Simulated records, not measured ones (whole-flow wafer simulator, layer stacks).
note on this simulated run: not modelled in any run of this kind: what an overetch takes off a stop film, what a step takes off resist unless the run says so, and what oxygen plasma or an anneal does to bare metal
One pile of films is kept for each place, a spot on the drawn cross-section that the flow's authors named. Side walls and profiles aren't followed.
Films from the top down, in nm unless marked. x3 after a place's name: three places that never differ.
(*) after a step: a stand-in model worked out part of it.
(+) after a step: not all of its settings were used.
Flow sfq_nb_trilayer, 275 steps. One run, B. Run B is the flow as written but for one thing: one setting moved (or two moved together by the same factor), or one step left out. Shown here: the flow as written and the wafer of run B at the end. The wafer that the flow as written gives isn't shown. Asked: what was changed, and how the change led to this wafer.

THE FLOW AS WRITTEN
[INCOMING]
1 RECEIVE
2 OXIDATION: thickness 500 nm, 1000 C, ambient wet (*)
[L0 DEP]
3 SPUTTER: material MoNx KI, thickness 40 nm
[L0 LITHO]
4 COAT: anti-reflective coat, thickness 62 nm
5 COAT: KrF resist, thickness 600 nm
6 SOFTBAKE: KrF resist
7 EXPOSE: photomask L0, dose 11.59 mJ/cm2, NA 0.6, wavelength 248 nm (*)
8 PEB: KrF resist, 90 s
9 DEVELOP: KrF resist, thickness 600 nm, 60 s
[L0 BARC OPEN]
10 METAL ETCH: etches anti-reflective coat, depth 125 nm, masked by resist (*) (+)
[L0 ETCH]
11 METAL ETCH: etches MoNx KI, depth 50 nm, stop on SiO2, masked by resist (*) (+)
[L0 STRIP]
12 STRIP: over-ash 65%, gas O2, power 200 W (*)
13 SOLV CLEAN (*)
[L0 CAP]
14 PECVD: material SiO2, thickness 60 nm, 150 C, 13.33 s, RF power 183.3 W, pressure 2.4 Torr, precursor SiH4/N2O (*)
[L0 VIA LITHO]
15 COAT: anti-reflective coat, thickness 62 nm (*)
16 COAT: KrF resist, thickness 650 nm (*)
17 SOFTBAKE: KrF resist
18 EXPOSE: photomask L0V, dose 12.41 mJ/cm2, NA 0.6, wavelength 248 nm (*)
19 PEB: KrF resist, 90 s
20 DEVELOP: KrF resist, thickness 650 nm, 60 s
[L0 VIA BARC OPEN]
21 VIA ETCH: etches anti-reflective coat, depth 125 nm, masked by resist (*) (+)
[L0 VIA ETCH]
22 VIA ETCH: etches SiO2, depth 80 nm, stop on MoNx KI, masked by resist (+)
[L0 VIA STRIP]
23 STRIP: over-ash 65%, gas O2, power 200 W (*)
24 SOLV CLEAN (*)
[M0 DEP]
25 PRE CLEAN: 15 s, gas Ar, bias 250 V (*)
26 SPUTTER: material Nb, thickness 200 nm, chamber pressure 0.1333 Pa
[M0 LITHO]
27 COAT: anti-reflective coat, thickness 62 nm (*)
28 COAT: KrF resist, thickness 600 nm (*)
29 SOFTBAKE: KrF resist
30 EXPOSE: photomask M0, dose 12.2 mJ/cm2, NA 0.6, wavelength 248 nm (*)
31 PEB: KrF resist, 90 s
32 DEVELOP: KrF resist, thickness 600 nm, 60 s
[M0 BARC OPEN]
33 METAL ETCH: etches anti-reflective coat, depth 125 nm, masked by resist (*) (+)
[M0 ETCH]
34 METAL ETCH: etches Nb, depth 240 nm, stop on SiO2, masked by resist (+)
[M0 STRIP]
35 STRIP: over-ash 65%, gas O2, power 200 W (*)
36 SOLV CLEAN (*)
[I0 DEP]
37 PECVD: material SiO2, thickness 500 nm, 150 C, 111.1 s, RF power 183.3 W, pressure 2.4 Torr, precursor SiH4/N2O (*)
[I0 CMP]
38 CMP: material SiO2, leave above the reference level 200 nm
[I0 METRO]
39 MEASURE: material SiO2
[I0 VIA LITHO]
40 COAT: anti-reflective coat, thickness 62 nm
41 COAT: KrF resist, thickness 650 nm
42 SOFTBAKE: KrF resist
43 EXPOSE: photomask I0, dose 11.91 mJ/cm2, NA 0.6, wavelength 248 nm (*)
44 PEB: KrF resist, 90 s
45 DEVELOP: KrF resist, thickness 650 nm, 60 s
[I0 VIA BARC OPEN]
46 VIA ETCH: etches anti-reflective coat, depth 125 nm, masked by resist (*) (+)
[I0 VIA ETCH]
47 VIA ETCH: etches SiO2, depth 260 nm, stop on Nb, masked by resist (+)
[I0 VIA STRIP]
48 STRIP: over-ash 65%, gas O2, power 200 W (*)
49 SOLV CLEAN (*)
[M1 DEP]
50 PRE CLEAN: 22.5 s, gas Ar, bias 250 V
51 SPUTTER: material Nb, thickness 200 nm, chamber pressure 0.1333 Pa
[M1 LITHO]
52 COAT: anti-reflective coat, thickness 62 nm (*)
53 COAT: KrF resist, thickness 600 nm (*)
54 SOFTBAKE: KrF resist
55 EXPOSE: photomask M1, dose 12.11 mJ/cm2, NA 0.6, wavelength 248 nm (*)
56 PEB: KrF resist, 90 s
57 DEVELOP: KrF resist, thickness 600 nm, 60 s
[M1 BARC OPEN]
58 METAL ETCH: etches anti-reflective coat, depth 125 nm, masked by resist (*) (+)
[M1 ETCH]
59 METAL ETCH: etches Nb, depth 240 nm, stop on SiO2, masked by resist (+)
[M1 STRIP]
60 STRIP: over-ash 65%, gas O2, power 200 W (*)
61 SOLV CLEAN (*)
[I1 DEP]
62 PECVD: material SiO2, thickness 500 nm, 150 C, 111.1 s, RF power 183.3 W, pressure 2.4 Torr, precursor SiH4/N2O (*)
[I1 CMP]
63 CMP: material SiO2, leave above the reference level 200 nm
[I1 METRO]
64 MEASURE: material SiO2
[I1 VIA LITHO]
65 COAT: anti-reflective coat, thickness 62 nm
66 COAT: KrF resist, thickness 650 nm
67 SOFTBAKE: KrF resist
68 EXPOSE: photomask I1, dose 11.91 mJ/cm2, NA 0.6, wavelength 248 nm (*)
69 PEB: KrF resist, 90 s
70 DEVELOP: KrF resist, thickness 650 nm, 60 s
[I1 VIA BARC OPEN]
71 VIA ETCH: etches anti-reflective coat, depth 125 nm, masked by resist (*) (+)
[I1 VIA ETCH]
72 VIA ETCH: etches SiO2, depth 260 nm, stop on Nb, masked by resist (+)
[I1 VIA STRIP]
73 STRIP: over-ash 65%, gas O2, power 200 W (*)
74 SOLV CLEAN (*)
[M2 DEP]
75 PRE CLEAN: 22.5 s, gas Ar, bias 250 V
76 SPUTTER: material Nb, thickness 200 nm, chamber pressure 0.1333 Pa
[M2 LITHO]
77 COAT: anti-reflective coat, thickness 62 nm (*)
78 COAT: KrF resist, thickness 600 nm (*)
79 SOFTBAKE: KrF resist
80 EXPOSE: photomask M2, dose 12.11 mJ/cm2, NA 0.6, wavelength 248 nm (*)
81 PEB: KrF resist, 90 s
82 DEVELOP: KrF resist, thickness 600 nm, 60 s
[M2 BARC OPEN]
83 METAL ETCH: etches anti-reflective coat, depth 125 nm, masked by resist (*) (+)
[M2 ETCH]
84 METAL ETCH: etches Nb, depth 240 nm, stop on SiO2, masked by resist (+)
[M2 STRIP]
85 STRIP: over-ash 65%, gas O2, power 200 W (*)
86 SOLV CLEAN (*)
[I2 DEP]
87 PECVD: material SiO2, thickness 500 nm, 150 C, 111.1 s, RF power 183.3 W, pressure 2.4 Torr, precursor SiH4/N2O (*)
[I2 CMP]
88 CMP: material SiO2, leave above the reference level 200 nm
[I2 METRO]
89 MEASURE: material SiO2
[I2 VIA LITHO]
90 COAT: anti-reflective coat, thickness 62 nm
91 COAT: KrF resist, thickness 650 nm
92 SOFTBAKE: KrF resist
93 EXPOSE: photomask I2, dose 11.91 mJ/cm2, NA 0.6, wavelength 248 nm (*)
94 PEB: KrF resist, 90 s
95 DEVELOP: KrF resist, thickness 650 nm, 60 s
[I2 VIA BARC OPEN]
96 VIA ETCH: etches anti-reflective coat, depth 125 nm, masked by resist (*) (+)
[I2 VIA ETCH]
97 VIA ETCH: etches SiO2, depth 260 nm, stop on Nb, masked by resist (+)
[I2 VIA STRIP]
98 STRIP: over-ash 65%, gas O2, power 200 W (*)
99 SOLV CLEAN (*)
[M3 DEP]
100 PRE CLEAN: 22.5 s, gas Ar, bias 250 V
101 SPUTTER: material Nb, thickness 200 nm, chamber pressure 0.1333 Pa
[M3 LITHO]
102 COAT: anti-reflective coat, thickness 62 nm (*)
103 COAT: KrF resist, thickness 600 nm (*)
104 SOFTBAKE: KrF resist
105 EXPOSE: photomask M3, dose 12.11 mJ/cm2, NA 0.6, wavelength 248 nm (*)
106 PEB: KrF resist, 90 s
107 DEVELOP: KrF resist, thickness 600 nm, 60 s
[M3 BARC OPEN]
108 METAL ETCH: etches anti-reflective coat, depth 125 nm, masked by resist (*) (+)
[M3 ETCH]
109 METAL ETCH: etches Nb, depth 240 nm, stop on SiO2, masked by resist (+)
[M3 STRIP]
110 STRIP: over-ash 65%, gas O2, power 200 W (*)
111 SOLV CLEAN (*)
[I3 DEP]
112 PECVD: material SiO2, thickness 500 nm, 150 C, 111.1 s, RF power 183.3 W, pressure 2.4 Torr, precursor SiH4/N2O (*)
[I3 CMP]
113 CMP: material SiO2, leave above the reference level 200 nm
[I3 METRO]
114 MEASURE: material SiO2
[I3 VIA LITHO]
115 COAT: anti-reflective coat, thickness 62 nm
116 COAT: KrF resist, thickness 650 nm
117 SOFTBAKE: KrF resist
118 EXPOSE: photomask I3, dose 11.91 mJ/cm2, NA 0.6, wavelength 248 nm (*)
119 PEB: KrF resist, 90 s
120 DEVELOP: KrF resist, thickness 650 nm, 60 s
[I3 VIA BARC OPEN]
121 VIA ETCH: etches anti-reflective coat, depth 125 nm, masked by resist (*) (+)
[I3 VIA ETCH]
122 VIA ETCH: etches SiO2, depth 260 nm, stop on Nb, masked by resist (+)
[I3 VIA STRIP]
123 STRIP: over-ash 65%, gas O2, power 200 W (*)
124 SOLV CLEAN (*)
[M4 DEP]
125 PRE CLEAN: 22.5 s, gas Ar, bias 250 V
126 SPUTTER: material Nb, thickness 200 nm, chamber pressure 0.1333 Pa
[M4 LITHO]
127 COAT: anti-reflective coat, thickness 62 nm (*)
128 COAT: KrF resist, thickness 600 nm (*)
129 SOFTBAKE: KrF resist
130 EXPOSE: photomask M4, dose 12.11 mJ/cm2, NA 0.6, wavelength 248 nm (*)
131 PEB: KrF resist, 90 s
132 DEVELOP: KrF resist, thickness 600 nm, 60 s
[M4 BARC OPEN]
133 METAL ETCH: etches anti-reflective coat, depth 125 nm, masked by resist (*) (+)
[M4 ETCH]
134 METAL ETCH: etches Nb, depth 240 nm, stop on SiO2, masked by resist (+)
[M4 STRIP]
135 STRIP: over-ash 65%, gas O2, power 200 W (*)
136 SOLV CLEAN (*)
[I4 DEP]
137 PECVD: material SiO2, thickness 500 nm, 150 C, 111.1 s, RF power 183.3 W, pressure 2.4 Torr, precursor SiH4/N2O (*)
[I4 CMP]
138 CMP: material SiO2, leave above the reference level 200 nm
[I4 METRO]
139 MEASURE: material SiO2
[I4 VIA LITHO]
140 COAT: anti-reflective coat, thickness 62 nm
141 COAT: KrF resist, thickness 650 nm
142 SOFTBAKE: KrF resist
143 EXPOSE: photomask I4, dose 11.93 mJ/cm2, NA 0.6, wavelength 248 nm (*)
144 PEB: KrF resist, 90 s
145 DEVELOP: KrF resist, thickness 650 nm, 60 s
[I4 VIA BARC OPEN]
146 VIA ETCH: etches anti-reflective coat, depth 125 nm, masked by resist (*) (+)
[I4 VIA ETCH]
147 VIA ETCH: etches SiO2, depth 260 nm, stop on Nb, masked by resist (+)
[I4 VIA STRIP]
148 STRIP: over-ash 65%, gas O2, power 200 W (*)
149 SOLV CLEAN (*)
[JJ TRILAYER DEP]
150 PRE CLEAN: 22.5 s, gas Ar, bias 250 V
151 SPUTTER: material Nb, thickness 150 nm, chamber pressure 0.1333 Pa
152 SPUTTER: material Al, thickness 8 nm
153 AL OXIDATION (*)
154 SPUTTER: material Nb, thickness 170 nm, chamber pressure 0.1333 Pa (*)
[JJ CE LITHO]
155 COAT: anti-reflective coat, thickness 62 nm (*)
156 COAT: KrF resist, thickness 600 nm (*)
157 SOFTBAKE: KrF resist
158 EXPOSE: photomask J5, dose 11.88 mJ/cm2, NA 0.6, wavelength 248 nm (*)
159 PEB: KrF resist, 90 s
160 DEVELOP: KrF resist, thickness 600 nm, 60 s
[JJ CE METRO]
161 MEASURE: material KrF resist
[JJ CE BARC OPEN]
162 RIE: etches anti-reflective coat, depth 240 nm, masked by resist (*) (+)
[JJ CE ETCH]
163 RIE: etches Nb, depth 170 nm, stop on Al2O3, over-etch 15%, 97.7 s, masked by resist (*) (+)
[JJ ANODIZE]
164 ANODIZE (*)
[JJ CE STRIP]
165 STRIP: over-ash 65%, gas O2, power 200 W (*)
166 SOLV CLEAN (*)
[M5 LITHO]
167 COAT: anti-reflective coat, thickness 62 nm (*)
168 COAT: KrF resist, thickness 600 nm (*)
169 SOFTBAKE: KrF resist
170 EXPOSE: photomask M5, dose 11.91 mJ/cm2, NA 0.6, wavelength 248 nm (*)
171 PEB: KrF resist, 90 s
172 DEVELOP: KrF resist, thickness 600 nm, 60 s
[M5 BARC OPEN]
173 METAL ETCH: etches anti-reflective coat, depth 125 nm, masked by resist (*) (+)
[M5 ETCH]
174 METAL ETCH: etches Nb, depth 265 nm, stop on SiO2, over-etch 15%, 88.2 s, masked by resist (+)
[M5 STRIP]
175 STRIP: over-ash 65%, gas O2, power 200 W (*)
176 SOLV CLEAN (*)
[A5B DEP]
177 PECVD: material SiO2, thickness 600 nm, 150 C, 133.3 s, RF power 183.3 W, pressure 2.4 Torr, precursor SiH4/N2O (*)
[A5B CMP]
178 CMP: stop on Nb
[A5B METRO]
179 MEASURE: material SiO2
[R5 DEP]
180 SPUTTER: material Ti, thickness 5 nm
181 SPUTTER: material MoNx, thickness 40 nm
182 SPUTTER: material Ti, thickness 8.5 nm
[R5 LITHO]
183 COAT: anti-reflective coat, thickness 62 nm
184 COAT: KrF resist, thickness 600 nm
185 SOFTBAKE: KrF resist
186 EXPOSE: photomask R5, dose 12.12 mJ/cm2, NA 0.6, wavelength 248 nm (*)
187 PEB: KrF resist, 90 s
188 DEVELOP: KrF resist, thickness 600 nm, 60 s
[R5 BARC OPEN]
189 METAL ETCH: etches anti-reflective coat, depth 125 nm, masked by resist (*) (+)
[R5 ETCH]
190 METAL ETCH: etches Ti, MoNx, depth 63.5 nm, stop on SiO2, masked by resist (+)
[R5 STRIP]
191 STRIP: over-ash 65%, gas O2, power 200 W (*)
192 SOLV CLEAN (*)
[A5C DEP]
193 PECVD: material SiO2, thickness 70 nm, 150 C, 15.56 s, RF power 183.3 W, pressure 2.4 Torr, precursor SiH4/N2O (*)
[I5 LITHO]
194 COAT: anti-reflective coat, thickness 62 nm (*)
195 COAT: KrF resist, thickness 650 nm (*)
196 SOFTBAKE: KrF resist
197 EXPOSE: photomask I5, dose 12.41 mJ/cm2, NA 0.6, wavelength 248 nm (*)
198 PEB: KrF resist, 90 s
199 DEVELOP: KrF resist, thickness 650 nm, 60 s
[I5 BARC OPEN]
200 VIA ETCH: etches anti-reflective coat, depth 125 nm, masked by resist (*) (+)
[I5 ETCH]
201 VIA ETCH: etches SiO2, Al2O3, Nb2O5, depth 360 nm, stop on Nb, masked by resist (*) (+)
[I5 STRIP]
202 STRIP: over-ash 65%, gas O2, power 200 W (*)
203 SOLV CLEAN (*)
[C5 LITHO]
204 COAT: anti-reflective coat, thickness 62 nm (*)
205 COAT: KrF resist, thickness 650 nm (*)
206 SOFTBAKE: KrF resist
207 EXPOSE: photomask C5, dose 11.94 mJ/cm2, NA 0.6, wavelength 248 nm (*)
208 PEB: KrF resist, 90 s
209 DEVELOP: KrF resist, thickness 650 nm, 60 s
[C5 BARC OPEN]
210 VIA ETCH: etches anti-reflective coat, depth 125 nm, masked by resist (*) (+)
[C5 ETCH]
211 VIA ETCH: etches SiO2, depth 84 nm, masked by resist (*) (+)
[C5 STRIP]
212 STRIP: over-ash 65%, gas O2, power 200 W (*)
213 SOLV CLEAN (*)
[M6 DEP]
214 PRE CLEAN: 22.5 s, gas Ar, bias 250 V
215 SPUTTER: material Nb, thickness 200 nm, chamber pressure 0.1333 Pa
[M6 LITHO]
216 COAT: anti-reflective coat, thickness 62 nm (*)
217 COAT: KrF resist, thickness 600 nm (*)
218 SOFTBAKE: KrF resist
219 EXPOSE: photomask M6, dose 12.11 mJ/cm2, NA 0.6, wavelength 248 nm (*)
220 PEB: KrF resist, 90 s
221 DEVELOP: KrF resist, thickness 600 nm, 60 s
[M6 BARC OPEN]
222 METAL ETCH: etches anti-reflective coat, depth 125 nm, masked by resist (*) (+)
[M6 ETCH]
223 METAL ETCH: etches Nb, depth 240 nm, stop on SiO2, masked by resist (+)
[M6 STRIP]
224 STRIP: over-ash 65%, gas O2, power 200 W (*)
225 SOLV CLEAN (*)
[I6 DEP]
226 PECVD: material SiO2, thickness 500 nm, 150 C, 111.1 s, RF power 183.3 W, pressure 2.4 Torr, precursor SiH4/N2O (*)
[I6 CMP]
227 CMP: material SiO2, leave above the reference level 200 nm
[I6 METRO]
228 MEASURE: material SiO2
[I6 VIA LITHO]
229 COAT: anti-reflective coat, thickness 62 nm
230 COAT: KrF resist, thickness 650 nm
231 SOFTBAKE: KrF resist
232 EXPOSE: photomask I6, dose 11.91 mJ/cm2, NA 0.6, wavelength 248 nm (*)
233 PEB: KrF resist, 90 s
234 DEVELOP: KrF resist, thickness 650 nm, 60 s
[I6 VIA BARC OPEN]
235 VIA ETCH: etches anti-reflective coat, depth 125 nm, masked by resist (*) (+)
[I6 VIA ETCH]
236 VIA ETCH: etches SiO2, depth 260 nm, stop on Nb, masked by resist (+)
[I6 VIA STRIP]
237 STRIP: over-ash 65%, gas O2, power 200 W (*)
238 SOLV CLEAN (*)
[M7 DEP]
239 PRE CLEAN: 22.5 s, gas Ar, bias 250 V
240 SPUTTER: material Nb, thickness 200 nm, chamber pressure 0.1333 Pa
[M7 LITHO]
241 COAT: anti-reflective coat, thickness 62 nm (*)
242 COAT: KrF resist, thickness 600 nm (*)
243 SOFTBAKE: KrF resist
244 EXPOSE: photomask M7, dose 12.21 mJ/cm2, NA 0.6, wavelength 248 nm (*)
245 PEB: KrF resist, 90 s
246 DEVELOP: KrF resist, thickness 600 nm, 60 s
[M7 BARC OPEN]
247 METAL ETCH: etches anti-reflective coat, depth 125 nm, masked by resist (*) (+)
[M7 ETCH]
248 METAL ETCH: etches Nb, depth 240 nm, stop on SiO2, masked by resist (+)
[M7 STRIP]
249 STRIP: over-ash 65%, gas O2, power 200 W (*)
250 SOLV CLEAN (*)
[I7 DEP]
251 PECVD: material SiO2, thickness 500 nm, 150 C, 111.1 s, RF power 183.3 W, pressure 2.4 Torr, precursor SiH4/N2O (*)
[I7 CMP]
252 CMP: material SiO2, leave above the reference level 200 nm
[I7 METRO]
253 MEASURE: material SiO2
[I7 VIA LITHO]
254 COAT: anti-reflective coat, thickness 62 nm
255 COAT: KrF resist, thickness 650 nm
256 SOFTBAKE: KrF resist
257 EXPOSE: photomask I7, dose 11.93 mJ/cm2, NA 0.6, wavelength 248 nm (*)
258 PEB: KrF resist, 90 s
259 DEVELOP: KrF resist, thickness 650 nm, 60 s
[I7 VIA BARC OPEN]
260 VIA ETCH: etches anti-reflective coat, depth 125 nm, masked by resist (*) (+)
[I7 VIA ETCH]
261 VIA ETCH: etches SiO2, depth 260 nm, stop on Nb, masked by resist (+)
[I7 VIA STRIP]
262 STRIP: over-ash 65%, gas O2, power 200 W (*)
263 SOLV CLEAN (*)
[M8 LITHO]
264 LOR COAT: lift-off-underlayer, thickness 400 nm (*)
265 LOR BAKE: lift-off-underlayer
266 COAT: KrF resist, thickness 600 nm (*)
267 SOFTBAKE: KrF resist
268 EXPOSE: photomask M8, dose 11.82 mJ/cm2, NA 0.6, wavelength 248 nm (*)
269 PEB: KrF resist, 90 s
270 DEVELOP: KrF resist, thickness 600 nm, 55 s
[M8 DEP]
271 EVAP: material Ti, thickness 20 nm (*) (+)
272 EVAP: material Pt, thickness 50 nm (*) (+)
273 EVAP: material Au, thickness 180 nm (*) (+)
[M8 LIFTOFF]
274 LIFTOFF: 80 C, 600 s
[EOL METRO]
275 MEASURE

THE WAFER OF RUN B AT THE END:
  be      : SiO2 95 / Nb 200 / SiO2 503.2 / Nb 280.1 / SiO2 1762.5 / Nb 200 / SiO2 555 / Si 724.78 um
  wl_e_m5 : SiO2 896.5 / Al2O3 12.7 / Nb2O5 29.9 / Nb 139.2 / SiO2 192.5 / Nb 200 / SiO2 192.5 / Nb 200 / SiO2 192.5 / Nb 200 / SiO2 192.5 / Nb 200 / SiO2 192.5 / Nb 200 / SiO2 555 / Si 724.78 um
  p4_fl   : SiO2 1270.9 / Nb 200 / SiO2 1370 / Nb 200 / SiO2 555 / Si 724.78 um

The cause: step 252, CMP: leave above the reference level 95 nm was run, where the flow has leave above the reference level 200 nm.
It can be read off the wafer: be has SiO2 95, and step 252 as written asks for 200 nm.

How the change led to this, step by step:
  252 CMP: material SiO2, leave above the reference level 200 nm
      field_l, p4_fl, p4_fm and 56 more: SiO2 -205 (as written it would be: SiO2 -100)
      v_sur, via_wl, via_w and 37 more: SiO2 -405 (as written it would be: SiO2 -300)
      (and at 7 more places)
  261 VIA ETCH: etches SiO2, depth 260 nm, stop on Nb, masked by resist (+)
      field_l, v_sur, via_sp and 100 more: KrF resist -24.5 (as written it would be: KrF resist -44.8)
      via_wl, via_w, via_wr: SiO2 -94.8 (all of it) (as written it would be: SiO2 -199.8 (all of it))
  262 STRIP: over-ash 65%, gas O2, power 200 W (*)
      field_l, v_sur, via_sp and 100 more: KrF resist -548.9 (all of it), anti-reflective coat -62 (all of it) (as written it would be: KrF resist -528.6 (all of it), anti-reflective coat -62 (all of it))
  264 LOR COAT: lift-off-underlayer, thickness 400 nm (*)
      via_wl, via_wr: lift-off-underlayer +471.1 (new film) (as written it would be: lift-off-underlayer +549.8 (new film))
      v_sur: lift-off-underlayer +385.5 (new film) (as written it would be: lift-off-underlayer +369.4 (new film))
      (and at 2 more places)
  266 COAT: KrF resist, thickness 600 nm (*)
      via_wl: KrF resist +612 (new film) (as written it would be: KrF resist +625.2 (new film))
      via_w: KrF resist +617.5 (new film) (as written it would be: KrF resist +636.8 (new film))
      (and at 1 more place)
  270 DEVELOP: KrF resist, thickness 600 nm, 55 s
      v_sur: KrF resist -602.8 (all of it), lift-off-underlayer -385.5 (all of it) (as written it would be: KrF resist -607.3 (all of it), lift-off-underlayer -369.4 (all of it))
      via_wl: KrF resist -610.7 (all of it), lift-off-underlayer -471.1 (all of it) (as written it would be: KrF resist -623.9 (all of it), lift-off-underlayer -549.8 (all of it))
      (and at 3 more places)
